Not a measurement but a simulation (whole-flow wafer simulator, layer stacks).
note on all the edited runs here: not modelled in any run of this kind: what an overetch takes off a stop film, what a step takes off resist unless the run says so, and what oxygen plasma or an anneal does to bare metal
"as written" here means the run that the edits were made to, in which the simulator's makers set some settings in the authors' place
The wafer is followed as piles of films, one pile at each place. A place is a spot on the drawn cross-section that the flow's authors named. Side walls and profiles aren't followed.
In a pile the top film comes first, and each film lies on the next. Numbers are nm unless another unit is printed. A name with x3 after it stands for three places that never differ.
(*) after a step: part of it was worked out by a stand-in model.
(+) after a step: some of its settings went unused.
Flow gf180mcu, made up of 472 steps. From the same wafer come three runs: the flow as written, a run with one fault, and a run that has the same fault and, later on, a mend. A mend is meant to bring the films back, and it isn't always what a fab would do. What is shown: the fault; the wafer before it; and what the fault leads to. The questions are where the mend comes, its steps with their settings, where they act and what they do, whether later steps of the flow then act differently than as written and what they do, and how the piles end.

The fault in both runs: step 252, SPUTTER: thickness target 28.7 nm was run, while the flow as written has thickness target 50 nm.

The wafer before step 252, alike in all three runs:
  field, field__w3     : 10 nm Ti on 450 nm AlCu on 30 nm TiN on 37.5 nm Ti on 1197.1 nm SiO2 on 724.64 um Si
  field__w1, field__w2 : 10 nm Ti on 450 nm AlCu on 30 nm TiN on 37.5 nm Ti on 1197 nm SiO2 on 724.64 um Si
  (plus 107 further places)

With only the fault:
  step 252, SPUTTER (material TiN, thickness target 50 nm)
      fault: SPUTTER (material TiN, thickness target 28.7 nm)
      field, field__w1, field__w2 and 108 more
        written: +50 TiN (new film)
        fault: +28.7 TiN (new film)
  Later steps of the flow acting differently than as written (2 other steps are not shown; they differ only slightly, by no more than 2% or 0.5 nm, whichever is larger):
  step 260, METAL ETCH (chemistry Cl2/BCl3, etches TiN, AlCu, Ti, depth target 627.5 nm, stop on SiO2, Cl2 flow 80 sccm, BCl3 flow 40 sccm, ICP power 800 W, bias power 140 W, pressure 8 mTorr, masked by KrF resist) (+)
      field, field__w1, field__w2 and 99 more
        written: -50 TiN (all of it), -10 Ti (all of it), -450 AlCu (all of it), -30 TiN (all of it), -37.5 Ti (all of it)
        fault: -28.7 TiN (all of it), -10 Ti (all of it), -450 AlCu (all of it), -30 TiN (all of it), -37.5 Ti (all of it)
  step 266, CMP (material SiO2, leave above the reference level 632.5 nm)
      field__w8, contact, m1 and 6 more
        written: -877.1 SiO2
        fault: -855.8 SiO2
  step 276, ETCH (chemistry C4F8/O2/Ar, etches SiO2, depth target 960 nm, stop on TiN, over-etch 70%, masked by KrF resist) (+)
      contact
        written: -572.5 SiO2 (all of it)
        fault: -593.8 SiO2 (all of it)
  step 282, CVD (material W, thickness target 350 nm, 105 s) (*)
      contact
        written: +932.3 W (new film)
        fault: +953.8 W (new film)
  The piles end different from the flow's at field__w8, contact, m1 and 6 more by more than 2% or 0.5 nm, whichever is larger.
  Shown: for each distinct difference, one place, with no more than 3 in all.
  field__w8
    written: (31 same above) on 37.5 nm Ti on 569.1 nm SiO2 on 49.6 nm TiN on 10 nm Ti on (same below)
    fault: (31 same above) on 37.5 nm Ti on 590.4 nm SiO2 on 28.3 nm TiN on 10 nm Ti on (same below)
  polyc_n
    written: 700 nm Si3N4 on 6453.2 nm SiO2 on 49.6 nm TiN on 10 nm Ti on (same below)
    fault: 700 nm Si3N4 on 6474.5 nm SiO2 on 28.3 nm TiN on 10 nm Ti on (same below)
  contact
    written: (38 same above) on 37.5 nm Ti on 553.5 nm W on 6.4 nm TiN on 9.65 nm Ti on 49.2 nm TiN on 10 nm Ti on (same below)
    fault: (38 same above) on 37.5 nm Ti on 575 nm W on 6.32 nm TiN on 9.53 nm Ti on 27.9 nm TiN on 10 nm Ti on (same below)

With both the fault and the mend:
  The mend stands after step 252.
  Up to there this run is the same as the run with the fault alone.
  step 252a, SPUTTER (material TiN, thickness target 21.3 nm) (the flow's step 252 again, with other settings)
      field, field__w1, field__w2 and 108 more
        +21.3 TiN
  Every later step of the flow that is run acts as written at every place that is followed.
  At every place that both follow, the piles at the end match the flow's.
